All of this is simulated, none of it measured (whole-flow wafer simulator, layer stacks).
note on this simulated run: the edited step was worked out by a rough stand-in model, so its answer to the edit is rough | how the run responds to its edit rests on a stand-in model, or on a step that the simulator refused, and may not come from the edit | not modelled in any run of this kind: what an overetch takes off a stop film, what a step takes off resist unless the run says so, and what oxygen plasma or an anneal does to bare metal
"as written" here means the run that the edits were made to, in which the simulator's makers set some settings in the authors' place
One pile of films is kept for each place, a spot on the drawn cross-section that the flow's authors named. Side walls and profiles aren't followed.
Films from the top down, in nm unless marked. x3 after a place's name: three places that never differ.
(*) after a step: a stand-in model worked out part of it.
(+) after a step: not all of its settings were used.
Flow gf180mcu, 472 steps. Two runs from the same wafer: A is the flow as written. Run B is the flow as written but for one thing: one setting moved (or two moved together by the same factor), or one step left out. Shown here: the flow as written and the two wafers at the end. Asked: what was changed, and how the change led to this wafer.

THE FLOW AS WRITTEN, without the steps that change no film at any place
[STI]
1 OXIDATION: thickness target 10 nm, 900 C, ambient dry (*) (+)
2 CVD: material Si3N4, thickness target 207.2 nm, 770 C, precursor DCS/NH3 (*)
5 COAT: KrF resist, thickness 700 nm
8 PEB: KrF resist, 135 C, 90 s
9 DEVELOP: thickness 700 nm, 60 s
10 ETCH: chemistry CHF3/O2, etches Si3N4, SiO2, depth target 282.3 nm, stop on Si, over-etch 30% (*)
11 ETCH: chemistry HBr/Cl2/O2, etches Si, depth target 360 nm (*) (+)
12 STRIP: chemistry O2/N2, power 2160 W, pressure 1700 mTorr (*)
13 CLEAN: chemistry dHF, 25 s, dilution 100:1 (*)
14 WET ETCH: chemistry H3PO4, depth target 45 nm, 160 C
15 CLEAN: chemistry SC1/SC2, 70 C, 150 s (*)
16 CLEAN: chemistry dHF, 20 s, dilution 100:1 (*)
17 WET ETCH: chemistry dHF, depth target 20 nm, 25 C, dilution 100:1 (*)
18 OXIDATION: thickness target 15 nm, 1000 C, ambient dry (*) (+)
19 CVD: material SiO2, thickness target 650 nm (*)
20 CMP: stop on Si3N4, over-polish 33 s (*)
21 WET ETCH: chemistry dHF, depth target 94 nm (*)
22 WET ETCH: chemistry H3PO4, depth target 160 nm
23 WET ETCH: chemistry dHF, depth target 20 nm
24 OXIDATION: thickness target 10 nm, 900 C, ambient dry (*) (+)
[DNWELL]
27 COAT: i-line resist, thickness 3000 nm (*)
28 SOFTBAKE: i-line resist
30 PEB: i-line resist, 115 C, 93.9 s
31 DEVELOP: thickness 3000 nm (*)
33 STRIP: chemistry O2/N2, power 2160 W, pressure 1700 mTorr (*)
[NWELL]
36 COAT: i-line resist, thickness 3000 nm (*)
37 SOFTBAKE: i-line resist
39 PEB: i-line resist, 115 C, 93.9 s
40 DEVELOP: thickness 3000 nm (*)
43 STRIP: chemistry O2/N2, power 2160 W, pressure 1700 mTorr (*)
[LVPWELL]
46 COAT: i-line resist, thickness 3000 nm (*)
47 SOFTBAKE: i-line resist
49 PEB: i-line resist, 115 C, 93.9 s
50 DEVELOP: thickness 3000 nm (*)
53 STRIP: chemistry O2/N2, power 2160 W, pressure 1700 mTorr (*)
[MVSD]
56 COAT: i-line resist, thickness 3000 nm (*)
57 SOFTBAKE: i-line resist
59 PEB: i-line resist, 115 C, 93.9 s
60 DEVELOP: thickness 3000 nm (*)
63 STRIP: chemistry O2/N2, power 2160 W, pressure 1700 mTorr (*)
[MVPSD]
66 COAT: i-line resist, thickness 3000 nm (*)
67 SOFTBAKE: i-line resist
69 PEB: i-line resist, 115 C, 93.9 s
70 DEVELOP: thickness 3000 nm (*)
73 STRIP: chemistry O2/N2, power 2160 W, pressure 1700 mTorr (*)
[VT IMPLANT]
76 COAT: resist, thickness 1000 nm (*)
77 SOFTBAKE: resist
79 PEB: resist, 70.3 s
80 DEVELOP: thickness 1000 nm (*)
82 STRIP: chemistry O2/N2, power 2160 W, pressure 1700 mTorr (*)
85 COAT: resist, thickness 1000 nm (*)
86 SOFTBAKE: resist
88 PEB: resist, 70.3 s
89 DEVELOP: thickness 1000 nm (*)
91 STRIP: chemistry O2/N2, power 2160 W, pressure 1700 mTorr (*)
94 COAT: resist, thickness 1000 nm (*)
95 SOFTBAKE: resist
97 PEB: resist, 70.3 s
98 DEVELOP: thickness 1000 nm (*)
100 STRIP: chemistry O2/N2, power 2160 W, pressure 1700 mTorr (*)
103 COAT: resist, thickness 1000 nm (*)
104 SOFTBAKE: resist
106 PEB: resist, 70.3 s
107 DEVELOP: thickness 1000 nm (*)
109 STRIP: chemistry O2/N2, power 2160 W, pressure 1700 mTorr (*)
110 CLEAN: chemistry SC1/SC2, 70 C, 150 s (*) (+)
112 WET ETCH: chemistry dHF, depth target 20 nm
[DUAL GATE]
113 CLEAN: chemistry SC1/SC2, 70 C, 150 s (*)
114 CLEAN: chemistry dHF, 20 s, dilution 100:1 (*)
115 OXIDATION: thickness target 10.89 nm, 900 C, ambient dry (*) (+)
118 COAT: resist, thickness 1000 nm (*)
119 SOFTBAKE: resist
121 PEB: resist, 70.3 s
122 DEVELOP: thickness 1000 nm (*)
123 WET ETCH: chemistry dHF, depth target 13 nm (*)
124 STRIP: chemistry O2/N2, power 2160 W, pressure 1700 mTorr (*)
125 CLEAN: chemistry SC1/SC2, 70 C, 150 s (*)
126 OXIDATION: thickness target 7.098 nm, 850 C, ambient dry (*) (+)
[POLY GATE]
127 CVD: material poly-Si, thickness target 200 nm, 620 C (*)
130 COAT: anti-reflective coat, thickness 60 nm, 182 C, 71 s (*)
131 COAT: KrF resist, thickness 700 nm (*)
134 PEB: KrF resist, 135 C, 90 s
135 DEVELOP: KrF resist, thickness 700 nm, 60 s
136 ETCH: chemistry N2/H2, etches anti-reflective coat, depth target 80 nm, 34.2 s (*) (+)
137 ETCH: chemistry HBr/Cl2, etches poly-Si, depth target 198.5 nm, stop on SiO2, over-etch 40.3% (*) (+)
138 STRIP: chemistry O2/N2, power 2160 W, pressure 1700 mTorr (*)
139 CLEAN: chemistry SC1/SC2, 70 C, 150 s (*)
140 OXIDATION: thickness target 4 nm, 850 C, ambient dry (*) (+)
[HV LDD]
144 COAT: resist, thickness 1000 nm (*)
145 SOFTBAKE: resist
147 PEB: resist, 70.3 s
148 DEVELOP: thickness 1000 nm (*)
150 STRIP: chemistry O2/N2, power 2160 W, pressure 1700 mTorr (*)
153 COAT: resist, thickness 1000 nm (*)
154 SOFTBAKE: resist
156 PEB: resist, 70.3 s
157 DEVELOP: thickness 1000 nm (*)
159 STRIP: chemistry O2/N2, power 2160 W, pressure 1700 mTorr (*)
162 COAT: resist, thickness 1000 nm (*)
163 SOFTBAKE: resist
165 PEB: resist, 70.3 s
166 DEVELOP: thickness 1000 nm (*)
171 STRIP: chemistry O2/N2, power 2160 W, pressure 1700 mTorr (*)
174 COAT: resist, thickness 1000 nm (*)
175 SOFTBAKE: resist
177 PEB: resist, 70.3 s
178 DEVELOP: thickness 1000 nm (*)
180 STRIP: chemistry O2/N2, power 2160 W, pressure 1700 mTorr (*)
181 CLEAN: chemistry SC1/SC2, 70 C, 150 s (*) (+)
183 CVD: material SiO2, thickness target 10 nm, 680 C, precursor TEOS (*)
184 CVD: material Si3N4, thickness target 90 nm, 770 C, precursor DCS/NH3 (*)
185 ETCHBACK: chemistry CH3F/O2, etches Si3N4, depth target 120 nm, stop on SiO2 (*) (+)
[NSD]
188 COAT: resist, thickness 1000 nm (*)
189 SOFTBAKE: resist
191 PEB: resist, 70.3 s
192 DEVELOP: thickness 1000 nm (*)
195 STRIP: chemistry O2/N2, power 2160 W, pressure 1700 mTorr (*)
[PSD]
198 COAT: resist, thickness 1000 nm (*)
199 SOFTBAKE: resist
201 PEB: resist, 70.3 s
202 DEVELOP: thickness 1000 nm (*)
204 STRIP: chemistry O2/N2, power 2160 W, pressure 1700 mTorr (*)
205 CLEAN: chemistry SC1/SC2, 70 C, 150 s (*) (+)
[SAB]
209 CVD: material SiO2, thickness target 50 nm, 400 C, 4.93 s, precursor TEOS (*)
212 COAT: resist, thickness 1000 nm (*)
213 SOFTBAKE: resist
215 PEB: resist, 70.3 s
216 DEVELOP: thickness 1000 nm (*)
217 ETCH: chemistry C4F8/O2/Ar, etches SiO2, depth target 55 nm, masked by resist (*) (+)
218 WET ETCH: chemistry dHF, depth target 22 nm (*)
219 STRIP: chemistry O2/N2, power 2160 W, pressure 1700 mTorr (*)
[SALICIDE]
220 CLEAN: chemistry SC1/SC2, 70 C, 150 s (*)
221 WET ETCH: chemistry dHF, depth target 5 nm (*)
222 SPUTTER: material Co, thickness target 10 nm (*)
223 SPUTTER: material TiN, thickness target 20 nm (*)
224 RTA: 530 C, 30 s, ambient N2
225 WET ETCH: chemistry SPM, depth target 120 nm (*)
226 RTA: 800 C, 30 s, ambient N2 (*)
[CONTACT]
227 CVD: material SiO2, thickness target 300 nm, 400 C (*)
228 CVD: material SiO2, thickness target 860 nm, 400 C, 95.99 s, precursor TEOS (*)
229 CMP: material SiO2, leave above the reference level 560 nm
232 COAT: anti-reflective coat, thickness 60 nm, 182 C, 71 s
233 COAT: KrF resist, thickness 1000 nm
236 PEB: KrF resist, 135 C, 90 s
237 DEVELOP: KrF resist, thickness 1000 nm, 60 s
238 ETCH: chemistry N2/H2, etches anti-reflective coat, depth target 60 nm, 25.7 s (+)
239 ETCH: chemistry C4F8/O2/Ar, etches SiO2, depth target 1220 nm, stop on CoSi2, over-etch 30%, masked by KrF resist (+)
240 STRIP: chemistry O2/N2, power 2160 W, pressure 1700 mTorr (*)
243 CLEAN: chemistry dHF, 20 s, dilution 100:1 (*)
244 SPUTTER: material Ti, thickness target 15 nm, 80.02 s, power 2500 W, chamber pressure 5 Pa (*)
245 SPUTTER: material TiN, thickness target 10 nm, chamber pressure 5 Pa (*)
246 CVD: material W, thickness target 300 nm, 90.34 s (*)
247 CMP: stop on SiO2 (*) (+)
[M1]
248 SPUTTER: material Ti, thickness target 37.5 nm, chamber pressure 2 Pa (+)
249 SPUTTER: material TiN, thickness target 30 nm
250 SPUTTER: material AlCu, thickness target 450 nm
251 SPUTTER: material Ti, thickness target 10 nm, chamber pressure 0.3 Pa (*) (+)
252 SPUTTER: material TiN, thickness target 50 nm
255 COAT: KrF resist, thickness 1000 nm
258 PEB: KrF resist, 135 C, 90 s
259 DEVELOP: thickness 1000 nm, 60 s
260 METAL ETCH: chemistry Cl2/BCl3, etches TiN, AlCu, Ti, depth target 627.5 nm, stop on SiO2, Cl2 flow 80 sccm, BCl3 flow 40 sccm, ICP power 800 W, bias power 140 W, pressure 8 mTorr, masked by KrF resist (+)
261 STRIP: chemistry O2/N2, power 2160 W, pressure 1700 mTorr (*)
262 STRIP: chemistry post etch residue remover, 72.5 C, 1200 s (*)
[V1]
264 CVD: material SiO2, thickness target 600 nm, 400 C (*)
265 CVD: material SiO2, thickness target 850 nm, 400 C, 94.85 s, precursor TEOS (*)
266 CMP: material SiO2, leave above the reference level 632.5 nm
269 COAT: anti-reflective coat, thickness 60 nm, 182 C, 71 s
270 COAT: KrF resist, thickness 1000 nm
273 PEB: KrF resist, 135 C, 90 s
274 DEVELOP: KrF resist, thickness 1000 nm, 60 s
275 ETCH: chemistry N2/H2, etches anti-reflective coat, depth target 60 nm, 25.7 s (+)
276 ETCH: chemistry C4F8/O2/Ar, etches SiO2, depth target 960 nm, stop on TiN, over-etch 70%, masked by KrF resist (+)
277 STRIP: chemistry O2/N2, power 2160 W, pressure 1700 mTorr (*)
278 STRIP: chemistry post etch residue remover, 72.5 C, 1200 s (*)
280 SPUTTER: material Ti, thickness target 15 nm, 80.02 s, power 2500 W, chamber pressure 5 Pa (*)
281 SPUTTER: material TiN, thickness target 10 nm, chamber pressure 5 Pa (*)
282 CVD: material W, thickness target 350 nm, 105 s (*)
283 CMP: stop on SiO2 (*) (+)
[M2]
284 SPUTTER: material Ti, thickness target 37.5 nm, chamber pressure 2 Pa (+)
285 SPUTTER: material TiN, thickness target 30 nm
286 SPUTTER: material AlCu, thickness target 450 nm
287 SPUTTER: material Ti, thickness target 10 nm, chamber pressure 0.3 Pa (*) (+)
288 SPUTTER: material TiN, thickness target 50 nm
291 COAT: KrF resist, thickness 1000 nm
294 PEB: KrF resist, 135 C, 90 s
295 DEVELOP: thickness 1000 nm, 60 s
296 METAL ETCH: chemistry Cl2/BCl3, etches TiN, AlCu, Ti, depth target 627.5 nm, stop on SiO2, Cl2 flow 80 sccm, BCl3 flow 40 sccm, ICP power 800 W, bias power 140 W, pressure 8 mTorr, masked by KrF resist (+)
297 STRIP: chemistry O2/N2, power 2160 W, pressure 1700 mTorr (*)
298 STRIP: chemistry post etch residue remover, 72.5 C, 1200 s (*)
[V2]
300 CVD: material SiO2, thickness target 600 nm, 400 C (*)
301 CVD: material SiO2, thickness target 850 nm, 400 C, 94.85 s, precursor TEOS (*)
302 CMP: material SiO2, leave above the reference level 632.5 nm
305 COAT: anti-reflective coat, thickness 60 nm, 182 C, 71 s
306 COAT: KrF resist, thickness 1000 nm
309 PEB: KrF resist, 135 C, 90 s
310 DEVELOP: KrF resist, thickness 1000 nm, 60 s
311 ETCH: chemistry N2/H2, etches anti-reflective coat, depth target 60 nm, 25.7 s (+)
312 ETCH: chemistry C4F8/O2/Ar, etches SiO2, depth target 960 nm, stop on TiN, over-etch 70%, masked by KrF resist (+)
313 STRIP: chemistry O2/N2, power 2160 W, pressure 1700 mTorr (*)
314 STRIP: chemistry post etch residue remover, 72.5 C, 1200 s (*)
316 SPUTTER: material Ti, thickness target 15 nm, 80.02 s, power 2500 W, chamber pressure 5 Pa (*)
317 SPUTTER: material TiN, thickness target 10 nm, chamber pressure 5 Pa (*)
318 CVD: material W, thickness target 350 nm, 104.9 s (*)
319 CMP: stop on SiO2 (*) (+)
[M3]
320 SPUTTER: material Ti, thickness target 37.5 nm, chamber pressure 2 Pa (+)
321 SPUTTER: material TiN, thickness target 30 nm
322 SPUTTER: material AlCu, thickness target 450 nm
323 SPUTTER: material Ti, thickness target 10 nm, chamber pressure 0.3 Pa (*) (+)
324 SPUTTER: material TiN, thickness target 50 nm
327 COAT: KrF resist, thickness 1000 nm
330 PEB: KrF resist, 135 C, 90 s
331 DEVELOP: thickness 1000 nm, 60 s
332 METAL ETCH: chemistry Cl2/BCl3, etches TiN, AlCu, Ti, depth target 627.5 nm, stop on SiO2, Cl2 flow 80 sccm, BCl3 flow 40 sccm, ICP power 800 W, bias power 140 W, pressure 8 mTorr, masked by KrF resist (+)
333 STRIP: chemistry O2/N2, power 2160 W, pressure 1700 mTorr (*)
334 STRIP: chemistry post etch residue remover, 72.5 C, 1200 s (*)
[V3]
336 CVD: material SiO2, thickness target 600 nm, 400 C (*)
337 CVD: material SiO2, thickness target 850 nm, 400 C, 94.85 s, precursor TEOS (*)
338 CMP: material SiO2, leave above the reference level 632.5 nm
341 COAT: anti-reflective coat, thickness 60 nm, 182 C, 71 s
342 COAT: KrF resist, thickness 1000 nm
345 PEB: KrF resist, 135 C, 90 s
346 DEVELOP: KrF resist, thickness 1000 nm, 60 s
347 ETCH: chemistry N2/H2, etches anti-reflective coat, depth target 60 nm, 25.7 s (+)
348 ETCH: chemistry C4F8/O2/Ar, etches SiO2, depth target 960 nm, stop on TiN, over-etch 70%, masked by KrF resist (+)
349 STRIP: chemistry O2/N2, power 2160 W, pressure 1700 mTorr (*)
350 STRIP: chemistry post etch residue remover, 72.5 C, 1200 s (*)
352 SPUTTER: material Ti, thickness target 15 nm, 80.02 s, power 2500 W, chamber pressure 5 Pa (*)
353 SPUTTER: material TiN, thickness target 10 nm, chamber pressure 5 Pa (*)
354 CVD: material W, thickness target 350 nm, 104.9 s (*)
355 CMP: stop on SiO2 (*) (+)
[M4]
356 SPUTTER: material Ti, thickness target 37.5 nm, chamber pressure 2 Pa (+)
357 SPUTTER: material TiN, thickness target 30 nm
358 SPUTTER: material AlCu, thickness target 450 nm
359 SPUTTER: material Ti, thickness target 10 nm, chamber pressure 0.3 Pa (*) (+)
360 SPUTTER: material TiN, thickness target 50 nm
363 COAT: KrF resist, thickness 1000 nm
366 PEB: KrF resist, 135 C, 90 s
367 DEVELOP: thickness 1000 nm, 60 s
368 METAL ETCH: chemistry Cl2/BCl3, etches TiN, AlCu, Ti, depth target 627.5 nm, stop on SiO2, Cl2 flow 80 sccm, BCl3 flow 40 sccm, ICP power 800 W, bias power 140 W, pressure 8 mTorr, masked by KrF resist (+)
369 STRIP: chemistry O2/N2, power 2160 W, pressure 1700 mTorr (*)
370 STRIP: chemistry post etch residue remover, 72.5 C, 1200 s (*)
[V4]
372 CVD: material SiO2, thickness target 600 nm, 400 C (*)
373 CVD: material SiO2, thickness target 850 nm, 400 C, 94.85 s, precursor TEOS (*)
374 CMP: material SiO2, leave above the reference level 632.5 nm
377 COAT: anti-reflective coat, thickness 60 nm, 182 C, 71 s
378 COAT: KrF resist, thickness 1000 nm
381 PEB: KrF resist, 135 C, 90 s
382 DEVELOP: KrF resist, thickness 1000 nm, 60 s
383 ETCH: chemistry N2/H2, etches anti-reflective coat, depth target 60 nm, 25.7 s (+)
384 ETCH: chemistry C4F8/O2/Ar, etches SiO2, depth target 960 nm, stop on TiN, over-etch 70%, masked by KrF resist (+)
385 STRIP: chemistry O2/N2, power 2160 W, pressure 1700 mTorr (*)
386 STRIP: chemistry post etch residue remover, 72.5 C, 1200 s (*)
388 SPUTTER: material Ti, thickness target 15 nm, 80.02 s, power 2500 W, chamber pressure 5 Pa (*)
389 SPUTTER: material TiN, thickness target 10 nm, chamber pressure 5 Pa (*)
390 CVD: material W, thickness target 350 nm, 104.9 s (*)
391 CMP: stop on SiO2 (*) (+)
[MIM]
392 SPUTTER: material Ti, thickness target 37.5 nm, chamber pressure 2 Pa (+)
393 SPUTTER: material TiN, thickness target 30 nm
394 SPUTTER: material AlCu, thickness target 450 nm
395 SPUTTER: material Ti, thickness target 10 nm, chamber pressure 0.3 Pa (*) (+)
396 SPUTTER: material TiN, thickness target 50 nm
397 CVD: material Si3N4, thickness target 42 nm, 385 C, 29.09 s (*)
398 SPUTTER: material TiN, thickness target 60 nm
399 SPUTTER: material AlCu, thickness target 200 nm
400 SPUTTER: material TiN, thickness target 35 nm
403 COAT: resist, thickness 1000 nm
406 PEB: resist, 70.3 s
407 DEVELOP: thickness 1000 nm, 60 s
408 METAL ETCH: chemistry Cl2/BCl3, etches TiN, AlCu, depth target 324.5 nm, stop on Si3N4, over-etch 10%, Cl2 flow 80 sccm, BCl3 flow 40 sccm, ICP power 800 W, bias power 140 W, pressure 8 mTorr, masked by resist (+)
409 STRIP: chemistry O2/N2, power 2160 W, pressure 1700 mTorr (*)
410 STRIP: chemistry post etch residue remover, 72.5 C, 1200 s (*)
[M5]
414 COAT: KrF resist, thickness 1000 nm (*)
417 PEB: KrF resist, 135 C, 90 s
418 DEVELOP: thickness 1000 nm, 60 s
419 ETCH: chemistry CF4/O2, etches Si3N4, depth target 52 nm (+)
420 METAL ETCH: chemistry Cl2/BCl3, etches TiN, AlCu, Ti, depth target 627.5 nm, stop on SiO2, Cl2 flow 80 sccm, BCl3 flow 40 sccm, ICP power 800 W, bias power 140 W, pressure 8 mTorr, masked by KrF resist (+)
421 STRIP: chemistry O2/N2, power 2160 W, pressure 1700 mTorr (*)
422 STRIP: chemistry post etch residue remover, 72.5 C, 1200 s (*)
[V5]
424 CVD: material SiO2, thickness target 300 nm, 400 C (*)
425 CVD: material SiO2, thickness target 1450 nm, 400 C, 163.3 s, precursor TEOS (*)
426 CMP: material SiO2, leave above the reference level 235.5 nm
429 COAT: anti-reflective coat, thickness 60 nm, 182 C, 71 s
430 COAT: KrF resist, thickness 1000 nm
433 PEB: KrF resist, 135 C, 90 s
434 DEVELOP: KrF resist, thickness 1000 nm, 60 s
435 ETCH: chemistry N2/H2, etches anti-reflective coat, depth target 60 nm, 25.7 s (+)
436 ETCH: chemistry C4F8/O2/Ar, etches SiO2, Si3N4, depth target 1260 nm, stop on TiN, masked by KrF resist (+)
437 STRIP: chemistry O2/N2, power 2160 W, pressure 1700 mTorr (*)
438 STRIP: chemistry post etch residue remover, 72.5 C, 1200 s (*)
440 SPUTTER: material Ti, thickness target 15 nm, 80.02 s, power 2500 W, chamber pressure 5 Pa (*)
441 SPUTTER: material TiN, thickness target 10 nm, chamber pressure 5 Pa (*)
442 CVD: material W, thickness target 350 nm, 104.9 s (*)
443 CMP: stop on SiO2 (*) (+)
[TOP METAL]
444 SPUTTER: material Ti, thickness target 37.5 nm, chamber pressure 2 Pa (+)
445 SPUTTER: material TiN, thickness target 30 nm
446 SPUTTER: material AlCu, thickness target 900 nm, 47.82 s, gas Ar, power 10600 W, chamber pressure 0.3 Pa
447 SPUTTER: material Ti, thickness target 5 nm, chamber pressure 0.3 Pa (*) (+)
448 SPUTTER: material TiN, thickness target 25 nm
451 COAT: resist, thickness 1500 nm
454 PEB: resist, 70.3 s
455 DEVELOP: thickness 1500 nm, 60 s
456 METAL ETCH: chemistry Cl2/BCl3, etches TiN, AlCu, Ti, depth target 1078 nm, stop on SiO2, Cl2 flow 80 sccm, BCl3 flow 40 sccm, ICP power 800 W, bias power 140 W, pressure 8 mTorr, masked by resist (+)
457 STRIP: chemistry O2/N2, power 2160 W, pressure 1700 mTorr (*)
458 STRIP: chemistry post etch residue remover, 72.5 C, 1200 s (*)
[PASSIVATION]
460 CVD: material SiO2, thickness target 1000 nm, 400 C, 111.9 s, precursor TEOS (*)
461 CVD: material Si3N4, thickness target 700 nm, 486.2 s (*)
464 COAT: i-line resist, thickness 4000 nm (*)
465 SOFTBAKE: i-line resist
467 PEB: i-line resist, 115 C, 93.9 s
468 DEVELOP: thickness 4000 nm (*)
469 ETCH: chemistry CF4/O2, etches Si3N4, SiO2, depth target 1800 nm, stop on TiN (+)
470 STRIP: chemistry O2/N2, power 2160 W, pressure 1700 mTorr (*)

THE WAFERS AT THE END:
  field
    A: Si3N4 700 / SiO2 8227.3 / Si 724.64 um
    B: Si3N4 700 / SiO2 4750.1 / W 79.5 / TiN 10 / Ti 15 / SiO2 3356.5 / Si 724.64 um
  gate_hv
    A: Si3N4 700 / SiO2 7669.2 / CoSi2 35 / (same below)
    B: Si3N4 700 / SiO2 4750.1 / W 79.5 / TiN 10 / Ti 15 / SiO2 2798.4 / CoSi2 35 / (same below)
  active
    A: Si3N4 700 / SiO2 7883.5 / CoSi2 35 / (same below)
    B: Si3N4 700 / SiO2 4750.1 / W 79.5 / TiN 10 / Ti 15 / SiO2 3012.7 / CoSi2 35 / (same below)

The cause: step 301, CVD: thickness target 404 nm was run, where the flow has thickness target 850 nm; step 301, CVD: 45.05 s was run, where the flow has 94.85 s.

How the change led to this, step by step:
  301 CVD: material SiO2, thickness target 850 nm, 400 C, 94.85 s, precursor TEOS (*)
      field, field__w1, field__w2 and 108 more: A SiO2 +850 | B SiO2 +413.2
  302 CMP: material SiO2, leave above the reference level 632.5 nm
      field, field__w1, field__w2 and 103 more: A SiO2 -300 | B nothing
      field__w8, contact, m1, m1__w1, m1_nw: A SiO2 -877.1 | B SiO2 -440.3
  305 COAT: anti-reflective coat, thickness 60 nm, 182 C, 71 s
      gate, gate_nat: A anti-reflective coat +60 (new film) | B anti-reflective coat +61.6 (new film)
      field: A anti-reflective coat +60 (new film) | B anti-reflective coat +115 (new film)
      (and at 19 more places)
  306 COAT: KrF resist, thickness 1000 nm
      field: A KrF resist +1000 (new film) | B KrF resist +979.4 (new film)
      field__w1: A KrF resist +1000 (new film) | B KrF resist +976.3 (new film)
      (and at 12 more places)
  309 PEB: KrF resist, 135 C, 90 s
      m1__w1, nw_sep_fld: A KrF resist -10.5 | B KrF resist -9.69
      contact: A KrF resist -10.5 | B KrF resist -9.44
      (and at 5 more places)
  310 DEVELOP: KrF resist, thickness 1000 nm, 60 s
      contact: A KrF resist -989.5 (all of it) | B KrF resist -920.3 (all of it)
  311 ETCH: chemistry N2/H2, etches anti-reflective coat, depth target 60 nm, 25.7 s (+)
      contact: A anti-reflective coat -60 (all of it), SiO2 -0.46 | B anti-reflective coat -22.9 (all of it), SiO2 -1.41
  313 STRIP: chemistry O2/N2, power 2160 W, pressure 1700 mTorr (*)
      field: A KrF resist -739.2 (all of it), anti-reflective coat -60 (all of it) | B KrF resist -718.8 (all of it), anti-reflective coat -115 (all of it)
      field__w1: A KrF resist -739.2 (all of it), anti-reflective coat -60 (all of it) | B KrF resist -715.7 (all of it), anti-reflective coat -87.1 (all of it)
      (and at 19 more places)
  316 SPUTTER: material Ti, thickness target 15 nm, 80.02 s, power 2500 W, chamber pressure 5 Pa (*)
      contact: A Ti +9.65 (new film) | B Ti +10.5 (new film)
  317 SPUTTER: material TiN, thickness target 10 nm, chamber pressure 5 Pa (*)
      contact: A TiN +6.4 (new film) | B TiN +6.95 (new film)
  318 CVD: material W, thickness target 350 nm, 104.9 s (*)
      contact: A W +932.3 (new film) | B W +794.2 (new film)
  319 CMP: stop on SiO2 (*) (+)
      field, field__w1, field__w2 and 103 more: A W -350 (all of it), TiN -10 (all of it), Ti -15 (all of it), SiO2 -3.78 | B W -258.2
      field__w8, m1, m1__w1, m1_nw: A W -350 (all of it), TiN -10 (all of it), Ti -15 (all of it), SiO2 -3.78 | B W -350 (all of it), TiN -10 (all of it), Ti -15 (all of it), SiO2 -20
      (and at 1 more place)
  332 METAL ETCH: chemistry Cl2/BCl3, etches TiN, AlCu, Ti, depth target 627.5 nm, stop on SiO2, Cl2 flow 80 sccm, BCl3 flow 40 sccm, ICP power 800 W, bias power 140 W, pressure 8 mTorr, masked by KrF resist (+)
      field, field__w1, field__w2 and 103 more: A TiN -50 (all of it), Ti -10 (all of it), AlCu -450 (all of it), TiN -30 (all of it), Ti -37.5 (all of it) | B TiN -50 (all of it), Ti -10 (all of it), AlCu -450 (all of it), TiN -30 (all of it), Ti -37.5 (all of it), W -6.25
  334 STRIP: chemistry post etch residue remover, 72.5 C, 1200 s (*)
      field, field__w1, field__w2 and 103 more: A nothing | B W -6.01
  336 CVD: material SiO2, thickness target 600 nm, 400 C (*)
      field, field__w1, field__w2 and 103 more: A SiO2 +600 | B SiO2 +600 (new film)
  338 CMP: material SiO2, leave above the reference level 632.5 nm
      field, field__w1, field__w2 and 103 more: A SiO2 -300 | B SiO2 -287.7
Counting metal films that touch as one body, field has 1 body; the flow as written gives 0 bodies.
Counting metal films that touch as one body, gate_hv has 2 bodies (between them, from the top down: SiO2 2798.4); the flow as written gives 1 body.
Counting metal films that touch as one body, active has 2 bodies (between them, from the top down: SiO2 3012.7); the flow as written gives 1 body.
